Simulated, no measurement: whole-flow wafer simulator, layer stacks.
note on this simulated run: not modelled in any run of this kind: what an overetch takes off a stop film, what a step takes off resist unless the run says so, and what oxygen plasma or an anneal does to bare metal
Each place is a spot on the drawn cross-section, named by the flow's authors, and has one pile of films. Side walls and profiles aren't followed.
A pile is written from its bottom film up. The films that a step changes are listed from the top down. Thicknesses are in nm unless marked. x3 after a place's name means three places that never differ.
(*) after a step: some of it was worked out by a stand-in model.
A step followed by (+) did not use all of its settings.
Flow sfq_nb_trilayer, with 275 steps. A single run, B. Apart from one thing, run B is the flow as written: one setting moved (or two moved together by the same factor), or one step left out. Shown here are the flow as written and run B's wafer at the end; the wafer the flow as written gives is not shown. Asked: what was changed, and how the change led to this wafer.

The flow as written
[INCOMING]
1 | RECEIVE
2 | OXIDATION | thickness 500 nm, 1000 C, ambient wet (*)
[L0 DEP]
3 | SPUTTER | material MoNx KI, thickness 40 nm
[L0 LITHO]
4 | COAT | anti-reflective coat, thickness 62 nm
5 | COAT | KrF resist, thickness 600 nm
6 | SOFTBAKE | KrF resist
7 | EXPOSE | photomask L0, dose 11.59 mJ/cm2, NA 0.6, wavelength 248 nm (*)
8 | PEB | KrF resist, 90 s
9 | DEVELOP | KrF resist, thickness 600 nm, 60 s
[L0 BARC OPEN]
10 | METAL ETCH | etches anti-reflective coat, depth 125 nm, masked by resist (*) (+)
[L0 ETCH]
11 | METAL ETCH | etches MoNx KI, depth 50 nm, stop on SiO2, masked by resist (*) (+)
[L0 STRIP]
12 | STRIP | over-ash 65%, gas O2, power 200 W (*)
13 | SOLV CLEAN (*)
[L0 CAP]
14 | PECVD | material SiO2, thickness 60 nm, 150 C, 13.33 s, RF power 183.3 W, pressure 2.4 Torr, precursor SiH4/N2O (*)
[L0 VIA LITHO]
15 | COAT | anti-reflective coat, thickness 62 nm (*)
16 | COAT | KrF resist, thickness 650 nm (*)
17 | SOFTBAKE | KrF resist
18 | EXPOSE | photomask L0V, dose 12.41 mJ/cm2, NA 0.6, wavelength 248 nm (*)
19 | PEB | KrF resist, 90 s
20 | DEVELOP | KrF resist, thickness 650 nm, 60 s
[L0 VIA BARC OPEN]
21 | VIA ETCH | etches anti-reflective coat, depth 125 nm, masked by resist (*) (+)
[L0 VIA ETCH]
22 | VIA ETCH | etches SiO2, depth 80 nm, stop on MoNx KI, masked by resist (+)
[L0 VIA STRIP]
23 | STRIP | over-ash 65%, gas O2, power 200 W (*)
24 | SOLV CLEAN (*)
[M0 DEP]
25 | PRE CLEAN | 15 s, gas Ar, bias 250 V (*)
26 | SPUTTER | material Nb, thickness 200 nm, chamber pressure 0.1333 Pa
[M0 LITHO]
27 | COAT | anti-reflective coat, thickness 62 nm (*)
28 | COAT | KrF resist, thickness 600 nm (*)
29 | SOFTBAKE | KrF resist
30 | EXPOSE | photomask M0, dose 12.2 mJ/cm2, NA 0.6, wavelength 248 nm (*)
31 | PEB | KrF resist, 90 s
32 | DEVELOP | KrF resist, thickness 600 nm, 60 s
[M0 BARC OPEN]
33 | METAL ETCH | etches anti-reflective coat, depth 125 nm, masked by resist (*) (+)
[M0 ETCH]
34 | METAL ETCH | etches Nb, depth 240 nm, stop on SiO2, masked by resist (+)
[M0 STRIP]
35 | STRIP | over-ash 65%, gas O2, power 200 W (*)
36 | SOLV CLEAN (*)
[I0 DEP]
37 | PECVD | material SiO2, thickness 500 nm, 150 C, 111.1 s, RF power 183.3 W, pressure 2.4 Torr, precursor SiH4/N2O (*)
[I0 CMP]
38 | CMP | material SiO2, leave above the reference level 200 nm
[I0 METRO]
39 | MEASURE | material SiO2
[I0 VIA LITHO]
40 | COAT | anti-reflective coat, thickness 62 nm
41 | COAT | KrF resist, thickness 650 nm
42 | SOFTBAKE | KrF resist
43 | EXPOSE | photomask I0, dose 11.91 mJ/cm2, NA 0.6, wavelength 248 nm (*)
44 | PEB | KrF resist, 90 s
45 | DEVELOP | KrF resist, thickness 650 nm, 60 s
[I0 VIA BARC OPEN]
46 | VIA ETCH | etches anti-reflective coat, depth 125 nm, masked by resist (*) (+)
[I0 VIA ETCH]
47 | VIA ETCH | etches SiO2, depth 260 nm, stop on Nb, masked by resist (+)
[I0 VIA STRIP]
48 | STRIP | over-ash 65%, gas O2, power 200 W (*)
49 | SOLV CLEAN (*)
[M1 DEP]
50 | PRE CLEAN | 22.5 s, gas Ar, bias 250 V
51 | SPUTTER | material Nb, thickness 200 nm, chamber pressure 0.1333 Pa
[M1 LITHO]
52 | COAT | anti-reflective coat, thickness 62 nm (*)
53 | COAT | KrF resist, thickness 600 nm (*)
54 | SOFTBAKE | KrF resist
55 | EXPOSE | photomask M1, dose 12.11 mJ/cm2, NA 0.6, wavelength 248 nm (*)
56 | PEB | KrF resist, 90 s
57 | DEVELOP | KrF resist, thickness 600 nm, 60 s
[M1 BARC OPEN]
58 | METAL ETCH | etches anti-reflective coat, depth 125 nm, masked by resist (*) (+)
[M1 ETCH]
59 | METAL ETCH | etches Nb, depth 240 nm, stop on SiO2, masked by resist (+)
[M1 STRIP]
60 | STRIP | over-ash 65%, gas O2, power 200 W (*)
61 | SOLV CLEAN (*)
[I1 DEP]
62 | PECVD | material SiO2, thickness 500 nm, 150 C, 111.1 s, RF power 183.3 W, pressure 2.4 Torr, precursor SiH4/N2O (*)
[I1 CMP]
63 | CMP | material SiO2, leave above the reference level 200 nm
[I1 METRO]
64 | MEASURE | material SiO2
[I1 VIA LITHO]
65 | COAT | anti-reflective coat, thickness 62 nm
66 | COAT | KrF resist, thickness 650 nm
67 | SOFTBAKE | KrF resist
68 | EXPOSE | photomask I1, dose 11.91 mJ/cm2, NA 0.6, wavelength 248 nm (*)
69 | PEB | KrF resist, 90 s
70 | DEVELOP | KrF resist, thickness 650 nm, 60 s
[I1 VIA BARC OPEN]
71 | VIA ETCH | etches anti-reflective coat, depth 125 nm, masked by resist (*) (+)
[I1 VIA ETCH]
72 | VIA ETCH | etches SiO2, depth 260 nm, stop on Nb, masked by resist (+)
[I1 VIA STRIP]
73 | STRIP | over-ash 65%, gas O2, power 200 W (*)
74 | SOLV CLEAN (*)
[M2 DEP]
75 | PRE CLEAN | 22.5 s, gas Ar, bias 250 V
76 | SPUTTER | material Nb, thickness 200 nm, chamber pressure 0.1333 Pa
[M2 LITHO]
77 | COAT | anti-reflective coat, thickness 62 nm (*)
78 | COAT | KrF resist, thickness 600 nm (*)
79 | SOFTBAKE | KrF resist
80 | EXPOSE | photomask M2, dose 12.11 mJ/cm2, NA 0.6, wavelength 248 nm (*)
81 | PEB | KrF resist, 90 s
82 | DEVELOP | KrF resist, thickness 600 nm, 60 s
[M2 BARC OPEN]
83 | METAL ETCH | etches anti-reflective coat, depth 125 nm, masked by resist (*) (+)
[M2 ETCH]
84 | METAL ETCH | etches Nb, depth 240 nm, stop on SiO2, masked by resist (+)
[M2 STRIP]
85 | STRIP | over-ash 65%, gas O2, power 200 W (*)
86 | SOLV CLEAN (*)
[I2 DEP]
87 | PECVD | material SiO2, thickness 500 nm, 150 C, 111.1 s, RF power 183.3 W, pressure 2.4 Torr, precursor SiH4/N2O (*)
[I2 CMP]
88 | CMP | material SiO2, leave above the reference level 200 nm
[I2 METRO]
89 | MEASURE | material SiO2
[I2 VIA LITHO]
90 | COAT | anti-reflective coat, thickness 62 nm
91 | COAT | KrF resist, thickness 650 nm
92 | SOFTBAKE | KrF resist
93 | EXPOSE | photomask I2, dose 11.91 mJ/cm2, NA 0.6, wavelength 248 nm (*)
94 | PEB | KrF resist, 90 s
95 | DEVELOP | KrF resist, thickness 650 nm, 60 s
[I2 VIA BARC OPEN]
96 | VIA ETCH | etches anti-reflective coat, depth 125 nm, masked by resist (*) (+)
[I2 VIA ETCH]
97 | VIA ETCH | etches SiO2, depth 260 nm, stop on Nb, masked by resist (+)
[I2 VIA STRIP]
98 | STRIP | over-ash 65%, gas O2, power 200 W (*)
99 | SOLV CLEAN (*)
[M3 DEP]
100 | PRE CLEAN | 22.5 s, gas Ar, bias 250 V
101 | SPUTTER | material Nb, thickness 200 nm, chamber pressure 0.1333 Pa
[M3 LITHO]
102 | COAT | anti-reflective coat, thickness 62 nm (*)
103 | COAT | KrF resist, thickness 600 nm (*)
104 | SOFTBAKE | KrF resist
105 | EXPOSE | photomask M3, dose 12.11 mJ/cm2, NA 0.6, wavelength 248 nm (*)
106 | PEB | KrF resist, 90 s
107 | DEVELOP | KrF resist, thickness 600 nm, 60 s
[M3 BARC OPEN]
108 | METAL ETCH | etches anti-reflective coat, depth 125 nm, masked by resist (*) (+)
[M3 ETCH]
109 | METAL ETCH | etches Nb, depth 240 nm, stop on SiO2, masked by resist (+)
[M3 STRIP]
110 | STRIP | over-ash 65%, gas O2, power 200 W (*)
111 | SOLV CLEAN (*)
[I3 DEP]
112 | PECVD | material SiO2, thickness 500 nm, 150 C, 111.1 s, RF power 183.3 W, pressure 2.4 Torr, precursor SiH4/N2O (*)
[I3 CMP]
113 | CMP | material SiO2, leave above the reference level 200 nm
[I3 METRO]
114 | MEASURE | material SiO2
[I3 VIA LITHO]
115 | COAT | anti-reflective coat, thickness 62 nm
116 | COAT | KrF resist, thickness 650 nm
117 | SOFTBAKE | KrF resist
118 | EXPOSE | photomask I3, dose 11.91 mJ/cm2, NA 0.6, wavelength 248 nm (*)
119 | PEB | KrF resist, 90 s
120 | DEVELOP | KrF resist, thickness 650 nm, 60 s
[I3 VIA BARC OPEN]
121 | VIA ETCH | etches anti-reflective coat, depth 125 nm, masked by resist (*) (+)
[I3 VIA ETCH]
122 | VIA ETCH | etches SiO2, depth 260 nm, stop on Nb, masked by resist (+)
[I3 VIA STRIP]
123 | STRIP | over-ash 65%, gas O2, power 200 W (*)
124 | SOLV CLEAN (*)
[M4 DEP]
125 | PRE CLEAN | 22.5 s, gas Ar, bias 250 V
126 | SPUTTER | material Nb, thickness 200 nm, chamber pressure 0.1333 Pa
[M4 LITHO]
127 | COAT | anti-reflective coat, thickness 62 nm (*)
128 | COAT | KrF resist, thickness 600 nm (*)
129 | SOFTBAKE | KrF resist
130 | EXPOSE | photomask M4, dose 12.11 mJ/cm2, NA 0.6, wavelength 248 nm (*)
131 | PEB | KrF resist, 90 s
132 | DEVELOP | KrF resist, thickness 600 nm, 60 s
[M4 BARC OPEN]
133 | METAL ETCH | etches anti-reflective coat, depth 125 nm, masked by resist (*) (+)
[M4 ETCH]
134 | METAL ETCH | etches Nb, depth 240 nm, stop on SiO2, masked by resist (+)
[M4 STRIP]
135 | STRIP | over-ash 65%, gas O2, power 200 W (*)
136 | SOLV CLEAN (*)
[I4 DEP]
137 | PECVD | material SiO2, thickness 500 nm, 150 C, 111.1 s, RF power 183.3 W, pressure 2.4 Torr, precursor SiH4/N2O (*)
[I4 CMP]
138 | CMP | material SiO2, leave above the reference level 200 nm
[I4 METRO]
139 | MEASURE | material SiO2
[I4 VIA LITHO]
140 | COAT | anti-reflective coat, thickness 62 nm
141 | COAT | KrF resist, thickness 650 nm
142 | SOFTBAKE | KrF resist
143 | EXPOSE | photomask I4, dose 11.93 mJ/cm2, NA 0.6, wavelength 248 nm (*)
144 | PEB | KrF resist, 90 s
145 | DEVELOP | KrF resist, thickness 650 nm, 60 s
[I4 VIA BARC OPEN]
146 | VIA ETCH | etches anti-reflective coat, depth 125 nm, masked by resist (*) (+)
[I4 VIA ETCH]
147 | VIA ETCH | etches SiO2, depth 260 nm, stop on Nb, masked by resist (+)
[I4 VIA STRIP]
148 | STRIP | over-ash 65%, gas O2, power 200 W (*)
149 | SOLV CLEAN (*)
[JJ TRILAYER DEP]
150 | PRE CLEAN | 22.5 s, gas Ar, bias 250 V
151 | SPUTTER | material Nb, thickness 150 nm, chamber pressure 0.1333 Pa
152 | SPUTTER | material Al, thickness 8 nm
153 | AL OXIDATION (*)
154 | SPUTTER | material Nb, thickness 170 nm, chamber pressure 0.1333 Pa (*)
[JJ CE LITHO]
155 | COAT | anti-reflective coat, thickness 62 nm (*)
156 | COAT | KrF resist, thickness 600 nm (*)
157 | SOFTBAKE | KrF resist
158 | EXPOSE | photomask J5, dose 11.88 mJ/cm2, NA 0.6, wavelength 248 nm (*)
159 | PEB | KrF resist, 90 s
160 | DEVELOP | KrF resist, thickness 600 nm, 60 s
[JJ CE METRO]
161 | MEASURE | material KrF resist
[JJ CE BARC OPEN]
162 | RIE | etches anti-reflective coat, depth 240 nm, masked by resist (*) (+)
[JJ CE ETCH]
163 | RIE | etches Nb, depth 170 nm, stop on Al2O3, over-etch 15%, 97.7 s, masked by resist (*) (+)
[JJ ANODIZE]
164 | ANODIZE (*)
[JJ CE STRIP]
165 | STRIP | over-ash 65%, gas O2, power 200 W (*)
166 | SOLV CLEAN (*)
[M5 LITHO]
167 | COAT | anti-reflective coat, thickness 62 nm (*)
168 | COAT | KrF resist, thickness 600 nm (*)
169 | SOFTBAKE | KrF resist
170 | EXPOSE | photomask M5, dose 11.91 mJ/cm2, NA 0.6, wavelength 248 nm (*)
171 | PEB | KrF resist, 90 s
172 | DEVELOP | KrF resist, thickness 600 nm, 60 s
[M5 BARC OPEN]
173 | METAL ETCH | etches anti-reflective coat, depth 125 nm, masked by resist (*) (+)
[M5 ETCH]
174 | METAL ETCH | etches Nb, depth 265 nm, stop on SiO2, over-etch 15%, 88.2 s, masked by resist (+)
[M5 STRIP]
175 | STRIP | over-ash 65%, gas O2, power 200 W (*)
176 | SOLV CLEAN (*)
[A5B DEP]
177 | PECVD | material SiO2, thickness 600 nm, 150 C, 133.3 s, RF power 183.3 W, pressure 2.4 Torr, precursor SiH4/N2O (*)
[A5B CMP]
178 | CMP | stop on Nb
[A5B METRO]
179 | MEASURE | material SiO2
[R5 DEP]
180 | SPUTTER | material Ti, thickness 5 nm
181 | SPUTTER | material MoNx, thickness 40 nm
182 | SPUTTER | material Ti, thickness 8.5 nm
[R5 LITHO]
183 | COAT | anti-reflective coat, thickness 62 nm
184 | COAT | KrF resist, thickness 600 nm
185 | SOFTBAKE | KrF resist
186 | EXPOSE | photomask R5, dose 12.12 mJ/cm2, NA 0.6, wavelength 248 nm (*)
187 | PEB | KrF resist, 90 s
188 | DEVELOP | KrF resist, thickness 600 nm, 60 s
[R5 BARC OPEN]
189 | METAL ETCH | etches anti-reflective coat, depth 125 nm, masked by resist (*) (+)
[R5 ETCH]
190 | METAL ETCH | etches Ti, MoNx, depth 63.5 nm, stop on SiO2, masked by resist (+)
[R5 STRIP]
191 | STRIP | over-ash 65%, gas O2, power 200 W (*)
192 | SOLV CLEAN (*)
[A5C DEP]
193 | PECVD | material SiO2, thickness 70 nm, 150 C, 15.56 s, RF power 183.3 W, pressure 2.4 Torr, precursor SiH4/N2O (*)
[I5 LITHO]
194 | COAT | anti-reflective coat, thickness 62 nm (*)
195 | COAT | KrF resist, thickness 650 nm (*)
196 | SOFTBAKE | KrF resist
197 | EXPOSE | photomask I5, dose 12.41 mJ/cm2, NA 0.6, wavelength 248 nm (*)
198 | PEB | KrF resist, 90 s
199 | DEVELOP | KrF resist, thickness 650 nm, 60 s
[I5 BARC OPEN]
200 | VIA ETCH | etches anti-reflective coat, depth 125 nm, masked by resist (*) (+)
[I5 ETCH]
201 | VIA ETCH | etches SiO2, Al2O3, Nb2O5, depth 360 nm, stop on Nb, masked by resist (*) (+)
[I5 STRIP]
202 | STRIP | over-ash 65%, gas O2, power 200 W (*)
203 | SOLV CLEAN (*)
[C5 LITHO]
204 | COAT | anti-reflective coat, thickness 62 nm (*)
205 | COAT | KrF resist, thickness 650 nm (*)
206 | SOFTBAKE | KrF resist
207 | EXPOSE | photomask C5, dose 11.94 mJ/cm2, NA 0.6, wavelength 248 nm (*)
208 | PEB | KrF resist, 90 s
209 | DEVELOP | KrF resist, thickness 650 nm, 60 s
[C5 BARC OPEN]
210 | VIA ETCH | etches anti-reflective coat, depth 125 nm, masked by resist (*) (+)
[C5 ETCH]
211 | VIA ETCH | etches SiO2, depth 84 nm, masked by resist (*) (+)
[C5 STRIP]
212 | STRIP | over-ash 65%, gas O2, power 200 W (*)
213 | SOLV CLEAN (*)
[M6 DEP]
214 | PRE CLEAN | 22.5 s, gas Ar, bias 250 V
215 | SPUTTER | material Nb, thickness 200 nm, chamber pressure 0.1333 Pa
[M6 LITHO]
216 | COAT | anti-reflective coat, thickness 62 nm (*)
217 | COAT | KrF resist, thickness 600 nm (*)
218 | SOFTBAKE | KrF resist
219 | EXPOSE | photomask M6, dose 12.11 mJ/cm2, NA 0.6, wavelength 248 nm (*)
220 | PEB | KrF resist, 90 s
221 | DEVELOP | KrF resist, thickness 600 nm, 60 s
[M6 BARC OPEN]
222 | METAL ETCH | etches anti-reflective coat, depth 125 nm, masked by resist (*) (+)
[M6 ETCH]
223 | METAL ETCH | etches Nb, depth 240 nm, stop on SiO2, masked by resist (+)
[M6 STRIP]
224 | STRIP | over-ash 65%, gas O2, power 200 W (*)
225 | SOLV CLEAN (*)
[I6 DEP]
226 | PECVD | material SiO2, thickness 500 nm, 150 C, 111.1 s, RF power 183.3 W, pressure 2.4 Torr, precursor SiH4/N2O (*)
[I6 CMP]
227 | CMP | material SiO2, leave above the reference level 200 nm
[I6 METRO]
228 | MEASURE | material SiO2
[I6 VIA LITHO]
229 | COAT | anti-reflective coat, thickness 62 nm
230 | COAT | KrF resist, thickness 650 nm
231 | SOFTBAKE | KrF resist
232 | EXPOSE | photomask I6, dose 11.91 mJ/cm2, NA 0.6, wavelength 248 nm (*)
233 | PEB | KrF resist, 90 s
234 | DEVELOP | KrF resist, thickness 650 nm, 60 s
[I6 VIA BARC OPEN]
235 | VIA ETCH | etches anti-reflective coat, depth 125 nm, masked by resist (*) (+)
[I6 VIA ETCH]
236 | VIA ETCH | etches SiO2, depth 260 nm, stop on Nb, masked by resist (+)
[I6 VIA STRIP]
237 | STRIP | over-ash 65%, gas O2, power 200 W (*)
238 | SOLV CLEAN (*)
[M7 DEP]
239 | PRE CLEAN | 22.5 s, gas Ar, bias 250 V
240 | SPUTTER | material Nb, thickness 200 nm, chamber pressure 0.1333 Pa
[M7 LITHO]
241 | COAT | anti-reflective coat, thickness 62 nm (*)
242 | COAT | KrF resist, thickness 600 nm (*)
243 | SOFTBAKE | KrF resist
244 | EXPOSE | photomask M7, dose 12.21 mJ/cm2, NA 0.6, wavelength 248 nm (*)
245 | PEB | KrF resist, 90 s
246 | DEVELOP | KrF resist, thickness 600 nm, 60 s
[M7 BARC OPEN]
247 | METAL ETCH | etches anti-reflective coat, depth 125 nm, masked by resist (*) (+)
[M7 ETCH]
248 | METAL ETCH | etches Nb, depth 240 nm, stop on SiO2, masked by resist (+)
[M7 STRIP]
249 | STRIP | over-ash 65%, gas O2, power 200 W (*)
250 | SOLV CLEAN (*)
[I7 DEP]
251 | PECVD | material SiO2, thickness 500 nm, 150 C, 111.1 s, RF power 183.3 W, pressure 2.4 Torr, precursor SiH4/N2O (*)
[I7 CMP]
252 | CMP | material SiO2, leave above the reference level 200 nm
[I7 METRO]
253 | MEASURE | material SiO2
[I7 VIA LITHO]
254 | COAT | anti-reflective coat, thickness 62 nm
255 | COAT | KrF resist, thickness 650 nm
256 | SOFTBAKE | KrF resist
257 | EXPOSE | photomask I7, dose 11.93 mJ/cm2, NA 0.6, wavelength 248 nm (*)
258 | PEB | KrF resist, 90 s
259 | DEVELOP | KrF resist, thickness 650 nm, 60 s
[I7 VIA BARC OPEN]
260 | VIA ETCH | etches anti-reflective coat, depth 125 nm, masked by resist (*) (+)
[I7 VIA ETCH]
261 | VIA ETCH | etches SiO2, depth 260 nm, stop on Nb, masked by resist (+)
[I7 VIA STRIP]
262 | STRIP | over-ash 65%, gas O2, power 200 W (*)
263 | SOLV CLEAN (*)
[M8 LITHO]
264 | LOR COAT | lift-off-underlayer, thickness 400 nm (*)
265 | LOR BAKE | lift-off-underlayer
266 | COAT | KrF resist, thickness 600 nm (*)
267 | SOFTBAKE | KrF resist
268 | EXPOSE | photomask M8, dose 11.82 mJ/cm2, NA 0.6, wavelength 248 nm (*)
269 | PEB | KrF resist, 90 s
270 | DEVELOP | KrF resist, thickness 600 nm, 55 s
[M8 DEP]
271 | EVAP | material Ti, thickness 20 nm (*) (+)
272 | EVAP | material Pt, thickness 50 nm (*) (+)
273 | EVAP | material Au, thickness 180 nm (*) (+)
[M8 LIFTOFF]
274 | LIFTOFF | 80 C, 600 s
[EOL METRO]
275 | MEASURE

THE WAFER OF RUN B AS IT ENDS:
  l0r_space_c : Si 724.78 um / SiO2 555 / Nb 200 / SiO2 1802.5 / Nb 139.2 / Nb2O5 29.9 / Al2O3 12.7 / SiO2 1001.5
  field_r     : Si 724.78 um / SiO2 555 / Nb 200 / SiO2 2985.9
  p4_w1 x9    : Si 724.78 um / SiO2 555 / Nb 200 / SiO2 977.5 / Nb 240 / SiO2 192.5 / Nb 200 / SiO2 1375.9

Cause: step 101, SPUTTER: thickness 240 nm was run, though the flow has thickness 200 nm.
The wafer itself shows it: p4_w1 x9 has Nb 240, and step 101 as written asks for 200 nm.

How this came from the change, step by step:
  101 | SPUTTER | material Nb, thickness 200 nm, chamber pressure 0.1333 Pa
      field_l, v_sur, via_wl and 102 more: +240 Nb (new film) (as written it would have been: +200 Nb (new film))
      via_w: +199.1 Nb (as written it would have been: +165.5 Nb)
  102 | COAT | anti-reflective coat, thickness 62 nm (*)
      via_wl, via_wr: +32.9 anti-reflective coat (new film) (as written it would have been: +34.2 anti-reflective coat (new film))
  109 | METAL ETCH | etches Nb, depth 240 nm, stop on SiO2, masked by resist (+)
      field_l, be, be_sur and 72 more: -240 Nb (all of it) (as written it would have been: -200 Nb (all of it))
  110 | STRIP | over-ash 65%, gas O2, power 200 W (*)
      via_wl, via_wr: -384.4 KrF resist (all of it), -32.9 anti-reflective coat (all of it) (as written it would have been: -384.2 KrF resist (all of it), -34.2 anti-reflective coat (all of it))
  112 | PECVD | material SiO2, thickness 500 nm, 150 C, 111.1 s, RF power 183.3 W, pressure 2.4 Torr, precursor SiH4/N2O (*)
      p4_g1 x2, p3_s0 x6: +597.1 SiO2 (as written it would have been: +557.1 SiO2)
      via_w: +596.9 SiO2 (new film) (as written it would have been: +615 SiO2 (new film))
  113 | CMP | material SiO2, leave above the reference level 200 nm
      field_l, be, be_sur and 64 more: -60 SiO2 (as written it would have been: -100 SiO2)
      via_w: -157.1 SiO2 (as written it would have been: -181.6 SiO2)
